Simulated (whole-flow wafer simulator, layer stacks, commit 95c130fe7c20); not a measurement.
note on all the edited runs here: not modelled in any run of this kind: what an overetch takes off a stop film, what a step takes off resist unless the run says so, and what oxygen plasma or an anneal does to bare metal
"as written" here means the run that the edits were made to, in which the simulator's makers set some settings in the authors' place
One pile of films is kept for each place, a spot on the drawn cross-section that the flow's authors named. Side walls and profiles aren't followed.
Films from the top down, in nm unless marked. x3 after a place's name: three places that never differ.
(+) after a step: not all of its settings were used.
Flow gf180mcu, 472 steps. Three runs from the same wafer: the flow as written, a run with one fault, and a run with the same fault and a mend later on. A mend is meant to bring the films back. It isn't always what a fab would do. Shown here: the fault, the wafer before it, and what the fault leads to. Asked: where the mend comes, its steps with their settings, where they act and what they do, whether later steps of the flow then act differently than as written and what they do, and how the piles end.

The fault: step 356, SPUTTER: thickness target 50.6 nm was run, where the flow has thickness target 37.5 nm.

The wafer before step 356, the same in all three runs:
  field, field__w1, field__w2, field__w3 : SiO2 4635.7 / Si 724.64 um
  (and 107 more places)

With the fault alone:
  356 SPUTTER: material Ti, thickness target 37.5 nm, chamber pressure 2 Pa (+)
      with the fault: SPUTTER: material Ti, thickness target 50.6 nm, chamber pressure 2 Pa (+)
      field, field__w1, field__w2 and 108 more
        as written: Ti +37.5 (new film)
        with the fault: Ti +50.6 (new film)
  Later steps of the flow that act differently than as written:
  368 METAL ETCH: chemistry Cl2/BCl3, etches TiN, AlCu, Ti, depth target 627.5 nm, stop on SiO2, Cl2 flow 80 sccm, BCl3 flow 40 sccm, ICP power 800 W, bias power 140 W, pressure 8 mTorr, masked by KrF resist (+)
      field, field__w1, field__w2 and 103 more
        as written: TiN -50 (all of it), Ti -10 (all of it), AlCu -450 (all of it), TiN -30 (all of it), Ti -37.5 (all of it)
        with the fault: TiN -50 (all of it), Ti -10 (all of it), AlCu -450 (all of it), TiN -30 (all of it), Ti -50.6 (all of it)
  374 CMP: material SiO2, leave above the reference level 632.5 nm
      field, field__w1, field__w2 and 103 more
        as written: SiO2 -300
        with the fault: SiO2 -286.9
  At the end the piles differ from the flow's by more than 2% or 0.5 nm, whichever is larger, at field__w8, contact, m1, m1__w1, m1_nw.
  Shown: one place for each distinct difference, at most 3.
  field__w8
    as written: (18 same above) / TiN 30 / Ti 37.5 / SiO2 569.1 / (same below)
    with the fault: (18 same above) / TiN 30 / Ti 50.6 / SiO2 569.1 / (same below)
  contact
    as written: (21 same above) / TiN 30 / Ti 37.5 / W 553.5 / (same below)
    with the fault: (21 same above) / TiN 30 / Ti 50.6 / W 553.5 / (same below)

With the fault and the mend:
  The mend comes after step 367.
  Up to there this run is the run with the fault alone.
  368 METAL ETCH: chemistry Cl2/BCl3, etches TiN, AlCu, Ti, depth target 640.6 nm, stop on SiO2, Cl2 flow 80 sccm, BCl3 flow 40 sccm, ICP power 800 W, bias power 140 W, pressure 8 mTorr, masked by KrF resist (+) (the flow's step 368, which as written has depth target 627.5 nm)
      field, field__w1, field__w2 and 103 more
        TiN -50 (all of it), Ti -10 (all of it), AlCu -450 (all of it), TiN -30 (all of it), Ti -50.6 (all of it)
      field__w8, contact, m1, m1__w1, m1_nw
        KrF resist -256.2
  Later steps of the flow that act differently than as written (1 more step differs only slightly, by at most 2% or 0.5 nm, whichever is larger, and isn't shown):
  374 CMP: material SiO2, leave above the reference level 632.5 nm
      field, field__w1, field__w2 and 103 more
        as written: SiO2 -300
        with the mend: SiO2 -286.9
  At the end the piles differ from the flow's by more than 2% or 0.5 nm, whichever is larger, at field__w8, contact, m1, m1__w1, m1_nw.
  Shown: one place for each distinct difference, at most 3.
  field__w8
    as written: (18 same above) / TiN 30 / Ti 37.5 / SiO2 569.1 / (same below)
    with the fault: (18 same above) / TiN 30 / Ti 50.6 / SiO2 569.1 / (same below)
    with the mend: (18 same above) / TiN 30 / Ti 50.6 / SiO2 569.1 / (same below)
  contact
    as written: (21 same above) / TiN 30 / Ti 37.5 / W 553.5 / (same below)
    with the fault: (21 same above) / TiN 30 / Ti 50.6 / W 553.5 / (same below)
    with the mend: (21 same above) / TiN 30 / Ti 50.6 / W 553.5 / (same below)
